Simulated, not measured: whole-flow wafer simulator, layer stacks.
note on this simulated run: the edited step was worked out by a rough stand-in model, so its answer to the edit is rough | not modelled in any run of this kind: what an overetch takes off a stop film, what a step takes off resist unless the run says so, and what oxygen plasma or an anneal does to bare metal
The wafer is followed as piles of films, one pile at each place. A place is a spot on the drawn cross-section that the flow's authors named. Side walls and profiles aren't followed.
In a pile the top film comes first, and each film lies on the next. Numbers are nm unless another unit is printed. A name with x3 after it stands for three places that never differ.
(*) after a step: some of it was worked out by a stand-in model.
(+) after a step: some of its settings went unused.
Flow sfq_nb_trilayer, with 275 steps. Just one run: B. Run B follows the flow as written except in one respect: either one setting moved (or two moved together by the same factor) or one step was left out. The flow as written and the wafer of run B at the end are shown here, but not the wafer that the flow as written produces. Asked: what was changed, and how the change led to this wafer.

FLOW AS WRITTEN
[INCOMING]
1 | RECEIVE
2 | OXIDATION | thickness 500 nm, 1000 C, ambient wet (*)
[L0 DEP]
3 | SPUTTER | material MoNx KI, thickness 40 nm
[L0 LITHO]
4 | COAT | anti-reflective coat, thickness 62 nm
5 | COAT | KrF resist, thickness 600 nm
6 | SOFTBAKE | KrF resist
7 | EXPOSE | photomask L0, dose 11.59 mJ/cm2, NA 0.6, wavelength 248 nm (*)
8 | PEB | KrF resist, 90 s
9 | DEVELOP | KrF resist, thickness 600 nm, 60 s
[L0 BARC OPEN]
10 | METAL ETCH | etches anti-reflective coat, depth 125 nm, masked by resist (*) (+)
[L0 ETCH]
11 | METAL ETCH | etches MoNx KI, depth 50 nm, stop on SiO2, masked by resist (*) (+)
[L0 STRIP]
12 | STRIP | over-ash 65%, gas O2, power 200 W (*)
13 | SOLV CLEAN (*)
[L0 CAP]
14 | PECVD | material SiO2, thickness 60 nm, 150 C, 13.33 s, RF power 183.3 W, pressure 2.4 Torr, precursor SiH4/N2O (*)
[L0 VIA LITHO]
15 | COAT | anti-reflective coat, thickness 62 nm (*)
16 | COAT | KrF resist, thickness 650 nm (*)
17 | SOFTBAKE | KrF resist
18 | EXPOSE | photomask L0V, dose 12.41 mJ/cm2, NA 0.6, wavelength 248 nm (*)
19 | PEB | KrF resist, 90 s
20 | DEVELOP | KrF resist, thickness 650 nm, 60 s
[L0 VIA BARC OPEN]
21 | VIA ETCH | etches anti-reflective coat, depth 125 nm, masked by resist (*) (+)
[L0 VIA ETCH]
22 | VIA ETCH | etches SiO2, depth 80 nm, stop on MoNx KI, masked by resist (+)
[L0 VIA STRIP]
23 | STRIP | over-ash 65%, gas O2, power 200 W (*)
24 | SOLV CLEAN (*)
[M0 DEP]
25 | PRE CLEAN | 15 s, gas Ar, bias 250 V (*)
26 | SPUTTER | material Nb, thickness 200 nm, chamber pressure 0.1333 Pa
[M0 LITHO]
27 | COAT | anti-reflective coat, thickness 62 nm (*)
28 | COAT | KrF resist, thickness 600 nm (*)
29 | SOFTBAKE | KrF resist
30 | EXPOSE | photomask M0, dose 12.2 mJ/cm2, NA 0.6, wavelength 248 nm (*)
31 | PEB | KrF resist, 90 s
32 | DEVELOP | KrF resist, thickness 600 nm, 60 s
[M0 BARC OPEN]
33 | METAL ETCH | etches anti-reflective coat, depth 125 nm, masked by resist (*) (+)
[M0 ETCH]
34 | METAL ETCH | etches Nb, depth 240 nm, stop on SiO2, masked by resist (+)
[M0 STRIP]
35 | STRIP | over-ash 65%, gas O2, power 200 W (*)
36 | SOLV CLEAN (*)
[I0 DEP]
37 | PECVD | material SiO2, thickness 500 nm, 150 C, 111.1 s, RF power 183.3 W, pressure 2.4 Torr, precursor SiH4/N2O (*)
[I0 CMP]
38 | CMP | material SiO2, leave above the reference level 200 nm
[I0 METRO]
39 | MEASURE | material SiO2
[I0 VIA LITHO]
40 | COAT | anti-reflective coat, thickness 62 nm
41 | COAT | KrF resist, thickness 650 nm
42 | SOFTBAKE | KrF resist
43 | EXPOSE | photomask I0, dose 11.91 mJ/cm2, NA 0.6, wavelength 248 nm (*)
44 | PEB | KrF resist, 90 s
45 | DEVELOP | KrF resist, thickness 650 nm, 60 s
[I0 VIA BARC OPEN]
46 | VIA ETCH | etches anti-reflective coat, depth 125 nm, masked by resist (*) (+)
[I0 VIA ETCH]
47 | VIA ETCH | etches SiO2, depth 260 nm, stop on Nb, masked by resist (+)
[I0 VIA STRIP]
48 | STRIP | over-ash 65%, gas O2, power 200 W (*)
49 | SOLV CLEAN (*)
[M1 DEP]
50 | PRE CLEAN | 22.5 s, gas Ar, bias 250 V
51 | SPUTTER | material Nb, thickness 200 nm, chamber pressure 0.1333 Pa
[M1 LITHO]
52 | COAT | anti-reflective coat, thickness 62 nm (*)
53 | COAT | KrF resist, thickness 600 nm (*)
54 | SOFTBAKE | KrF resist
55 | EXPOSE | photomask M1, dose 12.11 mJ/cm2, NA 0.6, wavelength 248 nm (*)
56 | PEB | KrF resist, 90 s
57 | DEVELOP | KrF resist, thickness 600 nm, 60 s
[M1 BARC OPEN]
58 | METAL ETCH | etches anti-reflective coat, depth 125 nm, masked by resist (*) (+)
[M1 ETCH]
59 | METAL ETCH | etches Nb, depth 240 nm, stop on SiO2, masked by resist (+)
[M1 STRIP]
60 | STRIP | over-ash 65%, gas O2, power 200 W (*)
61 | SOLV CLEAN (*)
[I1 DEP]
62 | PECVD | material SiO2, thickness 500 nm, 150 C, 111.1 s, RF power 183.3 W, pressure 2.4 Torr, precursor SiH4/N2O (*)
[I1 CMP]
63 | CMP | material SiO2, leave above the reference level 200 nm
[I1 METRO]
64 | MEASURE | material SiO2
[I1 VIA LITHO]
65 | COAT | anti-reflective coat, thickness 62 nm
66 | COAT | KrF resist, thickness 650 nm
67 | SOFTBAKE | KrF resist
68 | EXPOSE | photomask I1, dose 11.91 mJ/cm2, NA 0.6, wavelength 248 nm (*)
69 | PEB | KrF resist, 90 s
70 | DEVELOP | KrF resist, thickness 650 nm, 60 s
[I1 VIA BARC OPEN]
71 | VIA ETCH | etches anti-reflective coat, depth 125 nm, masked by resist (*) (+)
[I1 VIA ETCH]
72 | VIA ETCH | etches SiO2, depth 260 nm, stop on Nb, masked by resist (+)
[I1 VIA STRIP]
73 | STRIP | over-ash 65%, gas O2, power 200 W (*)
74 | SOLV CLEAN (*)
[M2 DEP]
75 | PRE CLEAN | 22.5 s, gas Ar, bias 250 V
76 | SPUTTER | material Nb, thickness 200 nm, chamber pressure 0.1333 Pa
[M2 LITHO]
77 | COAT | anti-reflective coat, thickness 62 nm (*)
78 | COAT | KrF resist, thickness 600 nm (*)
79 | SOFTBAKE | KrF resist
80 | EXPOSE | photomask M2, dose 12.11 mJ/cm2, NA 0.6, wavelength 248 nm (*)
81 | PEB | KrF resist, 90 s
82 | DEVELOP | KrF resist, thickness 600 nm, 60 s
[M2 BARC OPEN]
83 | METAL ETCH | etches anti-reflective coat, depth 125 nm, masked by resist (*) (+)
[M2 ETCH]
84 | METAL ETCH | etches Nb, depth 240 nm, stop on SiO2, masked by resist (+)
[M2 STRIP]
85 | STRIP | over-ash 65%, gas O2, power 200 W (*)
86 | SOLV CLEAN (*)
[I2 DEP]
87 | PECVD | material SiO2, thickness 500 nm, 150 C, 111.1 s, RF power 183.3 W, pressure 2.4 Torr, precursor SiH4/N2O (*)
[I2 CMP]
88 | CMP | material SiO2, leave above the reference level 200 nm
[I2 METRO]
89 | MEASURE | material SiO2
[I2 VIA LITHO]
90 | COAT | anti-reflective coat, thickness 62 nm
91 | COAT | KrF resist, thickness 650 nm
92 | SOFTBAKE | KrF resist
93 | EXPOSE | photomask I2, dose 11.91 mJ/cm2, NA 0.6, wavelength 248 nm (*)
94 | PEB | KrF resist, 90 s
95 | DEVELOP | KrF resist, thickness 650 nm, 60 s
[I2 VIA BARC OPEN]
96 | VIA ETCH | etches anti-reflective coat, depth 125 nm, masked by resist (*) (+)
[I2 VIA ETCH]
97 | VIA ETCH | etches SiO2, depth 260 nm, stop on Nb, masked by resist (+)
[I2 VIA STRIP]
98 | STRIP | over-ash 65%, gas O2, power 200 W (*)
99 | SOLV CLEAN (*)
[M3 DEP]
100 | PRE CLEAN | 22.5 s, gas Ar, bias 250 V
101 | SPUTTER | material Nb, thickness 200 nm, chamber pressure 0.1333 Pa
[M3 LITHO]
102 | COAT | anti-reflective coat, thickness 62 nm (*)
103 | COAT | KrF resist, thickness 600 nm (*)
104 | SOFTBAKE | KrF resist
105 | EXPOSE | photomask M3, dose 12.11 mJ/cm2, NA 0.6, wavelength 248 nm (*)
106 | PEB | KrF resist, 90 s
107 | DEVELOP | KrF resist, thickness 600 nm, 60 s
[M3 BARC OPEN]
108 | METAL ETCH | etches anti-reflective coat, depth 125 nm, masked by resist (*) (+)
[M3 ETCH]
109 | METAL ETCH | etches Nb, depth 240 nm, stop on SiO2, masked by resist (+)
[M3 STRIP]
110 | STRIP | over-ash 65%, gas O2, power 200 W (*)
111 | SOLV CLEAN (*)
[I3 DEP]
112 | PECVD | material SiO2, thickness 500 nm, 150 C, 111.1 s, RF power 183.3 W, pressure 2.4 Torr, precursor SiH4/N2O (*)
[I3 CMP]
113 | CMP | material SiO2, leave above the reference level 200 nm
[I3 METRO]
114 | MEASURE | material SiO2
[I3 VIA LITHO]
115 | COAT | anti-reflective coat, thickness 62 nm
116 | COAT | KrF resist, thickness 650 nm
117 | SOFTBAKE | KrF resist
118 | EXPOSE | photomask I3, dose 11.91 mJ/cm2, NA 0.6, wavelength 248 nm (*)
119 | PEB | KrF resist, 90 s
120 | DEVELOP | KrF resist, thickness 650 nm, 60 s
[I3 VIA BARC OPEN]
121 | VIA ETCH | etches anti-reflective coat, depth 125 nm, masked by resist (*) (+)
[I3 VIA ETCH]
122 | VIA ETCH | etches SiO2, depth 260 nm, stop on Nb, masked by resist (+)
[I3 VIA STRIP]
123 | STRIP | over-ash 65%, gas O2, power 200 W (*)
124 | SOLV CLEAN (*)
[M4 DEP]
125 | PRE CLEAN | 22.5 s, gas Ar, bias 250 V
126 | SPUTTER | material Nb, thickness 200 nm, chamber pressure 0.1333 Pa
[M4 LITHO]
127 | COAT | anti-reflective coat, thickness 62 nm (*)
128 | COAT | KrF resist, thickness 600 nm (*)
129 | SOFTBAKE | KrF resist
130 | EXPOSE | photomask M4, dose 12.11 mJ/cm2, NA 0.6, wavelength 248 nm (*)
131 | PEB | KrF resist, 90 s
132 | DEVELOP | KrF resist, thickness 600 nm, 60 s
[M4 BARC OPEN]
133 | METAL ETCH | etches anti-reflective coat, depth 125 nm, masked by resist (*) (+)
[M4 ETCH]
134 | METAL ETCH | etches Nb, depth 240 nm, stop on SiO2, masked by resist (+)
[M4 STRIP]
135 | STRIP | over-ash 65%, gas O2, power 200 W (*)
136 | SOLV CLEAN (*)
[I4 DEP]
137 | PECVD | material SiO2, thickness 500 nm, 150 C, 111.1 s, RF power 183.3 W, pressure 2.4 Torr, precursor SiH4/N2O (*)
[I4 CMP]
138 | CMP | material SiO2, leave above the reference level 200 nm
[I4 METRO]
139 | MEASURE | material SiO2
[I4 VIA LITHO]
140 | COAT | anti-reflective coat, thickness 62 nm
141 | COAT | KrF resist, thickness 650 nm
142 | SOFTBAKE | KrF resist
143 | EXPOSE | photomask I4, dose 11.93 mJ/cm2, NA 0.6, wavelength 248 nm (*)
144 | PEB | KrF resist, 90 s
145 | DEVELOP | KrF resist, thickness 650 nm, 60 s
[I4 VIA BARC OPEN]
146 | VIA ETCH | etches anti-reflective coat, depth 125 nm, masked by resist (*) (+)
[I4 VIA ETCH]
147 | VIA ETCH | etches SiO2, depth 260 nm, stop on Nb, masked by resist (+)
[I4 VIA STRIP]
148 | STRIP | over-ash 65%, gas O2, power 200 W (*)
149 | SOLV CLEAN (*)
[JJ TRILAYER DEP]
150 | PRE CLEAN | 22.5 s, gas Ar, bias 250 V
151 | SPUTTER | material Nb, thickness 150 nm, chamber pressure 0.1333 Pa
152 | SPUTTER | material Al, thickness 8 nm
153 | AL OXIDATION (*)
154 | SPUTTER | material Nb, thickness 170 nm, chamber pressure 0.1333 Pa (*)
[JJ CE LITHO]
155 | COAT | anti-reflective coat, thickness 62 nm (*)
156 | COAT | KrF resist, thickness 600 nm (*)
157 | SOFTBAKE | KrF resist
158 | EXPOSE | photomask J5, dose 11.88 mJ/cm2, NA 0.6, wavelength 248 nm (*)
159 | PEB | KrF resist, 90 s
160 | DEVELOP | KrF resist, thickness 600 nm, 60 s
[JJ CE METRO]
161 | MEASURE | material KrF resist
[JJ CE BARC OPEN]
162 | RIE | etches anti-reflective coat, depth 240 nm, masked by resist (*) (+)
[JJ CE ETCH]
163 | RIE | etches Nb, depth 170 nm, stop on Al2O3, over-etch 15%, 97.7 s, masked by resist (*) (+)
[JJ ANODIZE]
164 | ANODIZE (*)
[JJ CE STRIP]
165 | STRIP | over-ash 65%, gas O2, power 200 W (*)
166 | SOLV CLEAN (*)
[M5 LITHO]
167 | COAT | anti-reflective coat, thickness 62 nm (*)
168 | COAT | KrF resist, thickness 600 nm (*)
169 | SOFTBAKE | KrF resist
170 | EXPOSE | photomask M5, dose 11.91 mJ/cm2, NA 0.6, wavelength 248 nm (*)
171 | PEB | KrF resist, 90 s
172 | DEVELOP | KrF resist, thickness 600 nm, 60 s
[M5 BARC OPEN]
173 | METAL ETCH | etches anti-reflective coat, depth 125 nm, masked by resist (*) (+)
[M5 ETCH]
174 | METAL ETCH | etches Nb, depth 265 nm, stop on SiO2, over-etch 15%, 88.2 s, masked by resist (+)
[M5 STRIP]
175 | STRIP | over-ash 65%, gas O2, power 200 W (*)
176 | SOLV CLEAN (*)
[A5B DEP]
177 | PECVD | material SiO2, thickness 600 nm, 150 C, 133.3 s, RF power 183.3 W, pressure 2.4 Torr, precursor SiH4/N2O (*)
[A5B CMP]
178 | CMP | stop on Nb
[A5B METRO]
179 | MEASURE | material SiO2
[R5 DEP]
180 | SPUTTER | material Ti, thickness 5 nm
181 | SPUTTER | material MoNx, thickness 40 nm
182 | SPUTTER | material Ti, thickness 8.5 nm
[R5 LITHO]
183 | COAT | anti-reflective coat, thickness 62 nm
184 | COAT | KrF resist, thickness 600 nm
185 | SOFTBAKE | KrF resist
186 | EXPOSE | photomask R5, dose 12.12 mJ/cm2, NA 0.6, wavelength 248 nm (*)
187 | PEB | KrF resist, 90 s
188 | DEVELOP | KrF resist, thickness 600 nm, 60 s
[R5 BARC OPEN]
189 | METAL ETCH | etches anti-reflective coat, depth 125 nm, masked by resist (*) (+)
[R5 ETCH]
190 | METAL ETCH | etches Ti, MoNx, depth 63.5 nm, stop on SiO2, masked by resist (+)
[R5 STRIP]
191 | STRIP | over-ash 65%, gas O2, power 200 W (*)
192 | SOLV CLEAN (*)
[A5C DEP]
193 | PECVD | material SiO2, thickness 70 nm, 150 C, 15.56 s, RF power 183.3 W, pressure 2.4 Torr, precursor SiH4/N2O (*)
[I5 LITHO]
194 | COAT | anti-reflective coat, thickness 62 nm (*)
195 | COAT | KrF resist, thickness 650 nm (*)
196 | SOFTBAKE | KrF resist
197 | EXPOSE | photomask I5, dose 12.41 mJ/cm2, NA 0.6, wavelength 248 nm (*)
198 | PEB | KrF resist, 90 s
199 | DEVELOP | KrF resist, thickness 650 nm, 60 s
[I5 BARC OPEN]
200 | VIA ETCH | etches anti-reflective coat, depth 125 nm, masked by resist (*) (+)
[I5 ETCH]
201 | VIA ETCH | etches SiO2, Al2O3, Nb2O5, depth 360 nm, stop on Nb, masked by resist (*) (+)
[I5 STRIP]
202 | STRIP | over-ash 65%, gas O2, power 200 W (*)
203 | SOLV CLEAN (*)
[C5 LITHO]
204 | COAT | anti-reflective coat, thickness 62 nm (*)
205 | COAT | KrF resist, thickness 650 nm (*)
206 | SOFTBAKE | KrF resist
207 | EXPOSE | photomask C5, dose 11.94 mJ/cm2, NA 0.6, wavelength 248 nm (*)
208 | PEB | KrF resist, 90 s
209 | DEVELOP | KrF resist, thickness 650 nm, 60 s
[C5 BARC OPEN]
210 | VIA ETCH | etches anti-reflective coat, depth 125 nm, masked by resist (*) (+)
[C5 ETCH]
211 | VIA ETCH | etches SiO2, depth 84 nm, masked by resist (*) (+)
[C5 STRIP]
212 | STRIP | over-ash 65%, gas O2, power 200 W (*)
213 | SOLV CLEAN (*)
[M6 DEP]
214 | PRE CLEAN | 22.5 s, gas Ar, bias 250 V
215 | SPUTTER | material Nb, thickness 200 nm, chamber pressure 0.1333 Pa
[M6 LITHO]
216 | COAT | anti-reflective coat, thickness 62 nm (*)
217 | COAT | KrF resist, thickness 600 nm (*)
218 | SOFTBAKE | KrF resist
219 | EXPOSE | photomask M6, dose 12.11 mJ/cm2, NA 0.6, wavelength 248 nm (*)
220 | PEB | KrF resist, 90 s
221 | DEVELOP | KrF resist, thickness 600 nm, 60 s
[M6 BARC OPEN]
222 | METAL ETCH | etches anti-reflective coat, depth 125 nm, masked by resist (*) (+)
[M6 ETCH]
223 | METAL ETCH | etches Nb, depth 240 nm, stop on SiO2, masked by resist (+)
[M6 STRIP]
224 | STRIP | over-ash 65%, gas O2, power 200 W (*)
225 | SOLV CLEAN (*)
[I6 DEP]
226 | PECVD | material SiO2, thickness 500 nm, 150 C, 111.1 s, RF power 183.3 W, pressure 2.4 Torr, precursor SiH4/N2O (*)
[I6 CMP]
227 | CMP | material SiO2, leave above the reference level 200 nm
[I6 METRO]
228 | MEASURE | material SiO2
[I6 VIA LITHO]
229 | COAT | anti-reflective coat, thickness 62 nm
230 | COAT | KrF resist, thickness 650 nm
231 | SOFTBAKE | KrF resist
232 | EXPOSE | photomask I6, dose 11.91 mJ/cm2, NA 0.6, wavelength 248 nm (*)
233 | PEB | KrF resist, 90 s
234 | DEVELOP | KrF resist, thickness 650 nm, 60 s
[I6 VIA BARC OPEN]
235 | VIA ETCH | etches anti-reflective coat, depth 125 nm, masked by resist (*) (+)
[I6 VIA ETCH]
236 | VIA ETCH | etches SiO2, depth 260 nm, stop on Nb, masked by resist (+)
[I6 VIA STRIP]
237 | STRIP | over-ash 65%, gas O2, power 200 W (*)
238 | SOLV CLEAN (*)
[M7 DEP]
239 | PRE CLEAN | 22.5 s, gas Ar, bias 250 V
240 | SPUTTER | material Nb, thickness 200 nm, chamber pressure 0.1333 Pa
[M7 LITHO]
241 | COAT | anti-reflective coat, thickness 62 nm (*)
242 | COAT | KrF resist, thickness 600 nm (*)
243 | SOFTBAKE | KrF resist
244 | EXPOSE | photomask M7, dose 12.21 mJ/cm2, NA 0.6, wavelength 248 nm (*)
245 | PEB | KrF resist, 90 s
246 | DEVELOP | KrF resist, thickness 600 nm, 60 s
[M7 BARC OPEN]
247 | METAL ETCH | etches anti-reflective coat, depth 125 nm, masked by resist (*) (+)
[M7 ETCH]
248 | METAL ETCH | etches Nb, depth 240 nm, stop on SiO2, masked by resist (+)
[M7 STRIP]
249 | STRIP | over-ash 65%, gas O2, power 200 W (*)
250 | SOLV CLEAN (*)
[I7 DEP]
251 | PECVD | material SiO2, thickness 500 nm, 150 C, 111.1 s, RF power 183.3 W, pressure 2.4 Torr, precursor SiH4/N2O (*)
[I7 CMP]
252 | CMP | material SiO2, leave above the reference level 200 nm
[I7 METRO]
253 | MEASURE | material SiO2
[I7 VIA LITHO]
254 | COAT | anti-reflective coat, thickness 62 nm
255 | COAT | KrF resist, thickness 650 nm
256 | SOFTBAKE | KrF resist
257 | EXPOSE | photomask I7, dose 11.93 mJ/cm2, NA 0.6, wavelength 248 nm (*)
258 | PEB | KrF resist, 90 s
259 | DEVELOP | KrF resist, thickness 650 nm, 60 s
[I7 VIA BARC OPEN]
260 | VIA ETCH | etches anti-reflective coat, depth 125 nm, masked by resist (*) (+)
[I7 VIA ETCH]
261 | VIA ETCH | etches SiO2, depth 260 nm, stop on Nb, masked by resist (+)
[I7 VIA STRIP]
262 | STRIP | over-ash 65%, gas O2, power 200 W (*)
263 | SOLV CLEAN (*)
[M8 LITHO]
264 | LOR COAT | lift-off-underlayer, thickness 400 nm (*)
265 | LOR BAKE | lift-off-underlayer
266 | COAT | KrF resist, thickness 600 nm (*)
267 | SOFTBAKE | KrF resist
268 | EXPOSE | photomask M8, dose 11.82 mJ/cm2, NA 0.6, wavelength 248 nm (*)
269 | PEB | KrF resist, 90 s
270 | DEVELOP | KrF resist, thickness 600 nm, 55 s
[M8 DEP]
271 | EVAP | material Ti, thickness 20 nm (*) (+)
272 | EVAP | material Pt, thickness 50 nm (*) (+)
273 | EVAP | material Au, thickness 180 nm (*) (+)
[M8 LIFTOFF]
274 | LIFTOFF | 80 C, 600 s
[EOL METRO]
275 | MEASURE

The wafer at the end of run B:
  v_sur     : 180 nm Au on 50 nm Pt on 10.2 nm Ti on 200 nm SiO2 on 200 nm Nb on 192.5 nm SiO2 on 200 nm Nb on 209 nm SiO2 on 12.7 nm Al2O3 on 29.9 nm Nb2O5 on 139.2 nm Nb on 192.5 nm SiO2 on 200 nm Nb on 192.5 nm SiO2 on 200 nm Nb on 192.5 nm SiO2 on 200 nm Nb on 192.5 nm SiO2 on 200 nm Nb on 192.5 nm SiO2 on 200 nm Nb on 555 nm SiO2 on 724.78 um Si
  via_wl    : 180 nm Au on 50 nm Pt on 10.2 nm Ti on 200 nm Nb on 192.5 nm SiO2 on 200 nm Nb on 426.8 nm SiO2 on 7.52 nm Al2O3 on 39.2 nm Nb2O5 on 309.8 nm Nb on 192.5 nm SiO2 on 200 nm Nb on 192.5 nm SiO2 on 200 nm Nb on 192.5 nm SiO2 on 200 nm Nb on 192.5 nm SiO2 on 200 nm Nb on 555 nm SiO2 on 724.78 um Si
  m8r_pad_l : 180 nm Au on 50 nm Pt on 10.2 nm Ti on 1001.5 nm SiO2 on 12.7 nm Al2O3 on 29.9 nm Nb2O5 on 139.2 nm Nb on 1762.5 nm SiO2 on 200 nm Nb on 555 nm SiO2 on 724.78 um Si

The reason: step 271, EVAP: thickness 10.2 nm was run, though the flow has thickness 20 nm.
The wafer lets one read it off: v_sur has Ti 10.2, and step 271 as written asks for 20 nm.

How this came from the change, step by step:
  271 | EVAP | material Ti, thickness 20 nm (*) (+)
      field_l, v_sur, via_wl and 103 more: Ti gains 10.2 (new film) (it would be, as written: Ti gains 20 (new film))
  274 | LIFTOFF | 80 C, 600 s
      p4_fl, p4_fm, p4_w1 and 71 more: Au loses 180 (all of it), Pt loses 50 (all of it), Ti loses 10.2 (all of it), KrF resist loses 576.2 (all of it), lift-off-underlayer loses 400 (all of it) (it would be, as written: Au loses 180 (all of it), Pt loses 50 (all of it), Ti loses 20 (all of it), KrF resist loses 576.2 (all of it), lift-off-underlayer loses 400 (all of it))
      c5j, ce_r: Au loses 180 (all of it), Pt loses 50 (all of it), Ti loses 10.2 (all of it), KrF resist loses 573.3 (all of it), lift-off-underlayer loses 399.3 (all of it) (it would be, as written: Au loses 180 (all of it), Pt loses 50 (all of it), Ti loses 20 (all of it), KrF resist loses 573.3 (all of it), lift-off-underlayer loses 399.3 (all of it))
      (and at 19 other places as well)
